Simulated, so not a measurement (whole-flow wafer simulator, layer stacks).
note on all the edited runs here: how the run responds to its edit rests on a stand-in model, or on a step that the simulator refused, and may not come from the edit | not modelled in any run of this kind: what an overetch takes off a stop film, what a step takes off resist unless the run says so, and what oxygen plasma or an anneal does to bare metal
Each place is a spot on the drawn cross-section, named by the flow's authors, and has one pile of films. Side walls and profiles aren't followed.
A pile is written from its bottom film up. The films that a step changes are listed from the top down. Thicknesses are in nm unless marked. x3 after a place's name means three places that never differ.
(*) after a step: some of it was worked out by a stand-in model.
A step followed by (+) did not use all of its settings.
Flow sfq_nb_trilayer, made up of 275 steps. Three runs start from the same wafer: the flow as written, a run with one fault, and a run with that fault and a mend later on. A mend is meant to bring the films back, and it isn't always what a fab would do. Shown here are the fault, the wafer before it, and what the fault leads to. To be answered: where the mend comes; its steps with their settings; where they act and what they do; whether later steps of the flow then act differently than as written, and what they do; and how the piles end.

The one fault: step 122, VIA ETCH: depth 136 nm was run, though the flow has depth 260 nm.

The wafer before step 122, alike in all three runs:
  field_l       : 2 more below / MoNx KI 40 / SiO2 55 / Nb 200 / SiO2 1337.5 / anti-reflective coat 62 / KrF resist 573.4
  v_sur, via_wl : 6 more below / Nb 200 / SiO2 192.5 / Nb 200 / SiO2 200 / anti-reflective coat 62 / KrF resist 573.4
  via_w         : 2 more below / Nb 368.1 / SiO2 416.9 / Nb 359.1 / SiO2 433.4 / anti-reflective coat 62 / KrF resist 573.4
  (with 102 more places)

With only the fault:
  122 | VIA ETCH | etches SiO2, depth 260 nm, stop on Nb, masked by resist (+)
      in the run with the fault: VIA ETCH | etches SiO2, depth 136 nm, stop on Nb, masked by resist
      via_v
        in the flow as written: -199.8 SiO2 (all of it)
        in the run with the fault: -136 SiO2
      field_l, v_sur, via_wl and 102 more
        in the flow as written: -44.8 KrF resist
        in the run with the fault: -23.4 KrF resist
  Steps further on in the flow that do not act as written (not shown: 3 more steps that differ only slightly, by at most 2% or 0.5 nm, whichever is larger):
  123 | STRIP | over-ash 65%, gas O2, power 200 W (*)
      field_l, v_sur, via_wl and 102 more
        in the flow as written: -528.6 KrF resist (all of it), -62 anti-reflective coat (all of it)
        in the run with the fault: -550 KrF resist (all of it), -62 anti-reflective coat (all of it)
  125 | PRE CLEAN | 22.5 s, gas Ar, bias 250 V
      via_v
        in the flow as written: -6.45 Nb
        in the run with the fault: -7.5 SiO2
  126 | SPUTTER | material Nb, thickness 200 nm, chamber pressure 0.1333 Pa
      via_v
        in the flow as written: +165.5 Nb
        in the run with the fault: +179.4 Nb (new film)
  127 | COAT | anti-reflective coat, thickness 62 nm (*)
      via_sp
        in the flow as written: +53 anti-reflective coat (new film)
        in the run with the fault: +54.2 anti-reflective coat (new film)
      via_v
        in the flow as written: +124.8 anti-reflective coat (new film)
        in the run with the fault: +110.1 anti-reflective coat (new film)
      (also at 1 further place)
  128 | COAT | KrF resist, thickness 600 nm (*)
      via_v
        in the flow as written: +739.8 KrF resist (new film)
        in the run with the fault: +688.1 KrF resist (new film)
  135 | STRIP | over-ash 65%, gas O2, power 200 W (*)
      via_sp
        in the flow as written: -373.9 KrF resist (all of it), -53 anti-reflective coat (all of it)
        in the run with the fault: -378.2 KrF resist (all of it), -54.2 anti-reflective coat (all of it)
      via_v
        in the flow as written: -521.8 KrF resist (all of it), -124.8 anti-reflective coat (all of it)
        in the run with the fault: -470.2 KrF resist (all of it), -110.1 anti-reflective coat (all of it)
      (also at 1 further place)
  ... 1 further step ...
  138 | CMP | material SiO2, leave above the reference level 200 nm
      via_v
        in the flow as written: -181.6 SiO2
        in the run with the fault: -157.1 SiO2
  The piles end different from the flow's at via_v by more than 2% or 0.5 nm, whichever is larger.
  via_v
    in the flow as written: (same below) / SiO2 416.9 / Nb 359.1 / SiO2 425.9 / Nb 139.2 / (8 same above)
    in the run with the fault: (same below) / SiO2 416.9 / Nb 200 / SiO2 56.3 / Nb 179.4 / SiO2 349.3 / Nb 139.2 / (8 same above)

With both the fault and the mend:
  After step 123 comes the mend.
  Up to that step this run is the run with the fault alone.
  123a | COAT | anti-reflective coat, thickness 62 nm (*) (the flow's step 115, run once more)
      p4_fl x3, p4_w1 x9, p4_g1 x2 and 63 more
        +62 anti-reflective coat (new film)
      be_r, r_sur, res and 7 more
        +61.8 anti-reflective coat (new film)
      field_l, jj_sur, ce_l
        +61.6 anti-reflective coat (new film)
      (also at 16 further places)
  123b | COAT | KrF resist, thickness 650 nm (*) (the flow's step 116, run once more)
      p4_fl x3, p4_w1 x9, p4_g1 x2 and 63 more
        +650 KrF resist (new film)
      lsp_l, ln_m5, lsp_m, ln_m6, lsp_r, l0_sur, l0v
        +649.7 KrF resist (new film)
      res, r_end, moat, field_r
        +649.6 KrF resist (new film)
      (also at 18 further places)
  123c | SOFTBAKE | KrF resist (the flow's step 117, run once more)
      leaves every film unchanged at each place that is followed
  123d | EXPOSE | photomask I3, dose 11.91 mJ/cm2, NA 0.6, wavelength 248 nm (*) (the flow's step 118, run once more)
      leaves every film unchanged at each place that is followed
  123e | PEB | KrF resist, 90 s (the flow's step 119, run once more)
      ce_l, c5j, ce_r and 91 more
        -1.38 KrF resist
      field_l, v_sur, via_wl and 8 more
        -1.37 KrF resist
      via_v
        -1.57 KrF resist
  123f | DEVELOP | KrF resist, thickness 650 nm, 60 s (the flow's step 120, run once more)
      field_l, v_sur, via_wl and 102 more
        -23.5 KrF resist
      via_v
        -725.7 KrF resist (all of it)
  123g | VIA ETCH | etches anti-reflective coat, depth 125 nm, masked by resist (+) (the flow's step 121, run once more)
      field_l, v_sur, via_wl and 102 more
        -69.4 KrF resist
      via_v
        -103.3 anti-reflective coat (all of it), -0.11 SiO2
  123h | VIA ETCH | etches SiO2, depth 124 nm, stop on Nb, masked by resist (+) (the flow's step 122, run once more with other settings)
      field_l, v_sur, via_wl and 102 more
        -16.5 KrF resist
      via_v
        -63.7 SiO2 (all of it)
  123i | STRIP | over-ash 65%, gas O2, power 200 W (*) (the flow's step 123, run once more)
      p4_fl x3, p4_w1 x9, p4_g1 x2 and 63 more
        -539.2 KrF resist (all of it), -62 anti-reflective coat (all of it)
      r_end, moat, field_r, lsp_l
        -538.8 KrF resist (all of it), -61.8 anti-reflective coat (all of it)
      ln_m5, lsp_m, ln_m6
        -538.9 KrF resist (all of it), -61.8 anti-reflective coat (all of it)
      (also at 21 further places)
  None of the later steps of the flow acts differently than as written at any place that is followed.
  The piles end the same as the flow's at every place that both follow.
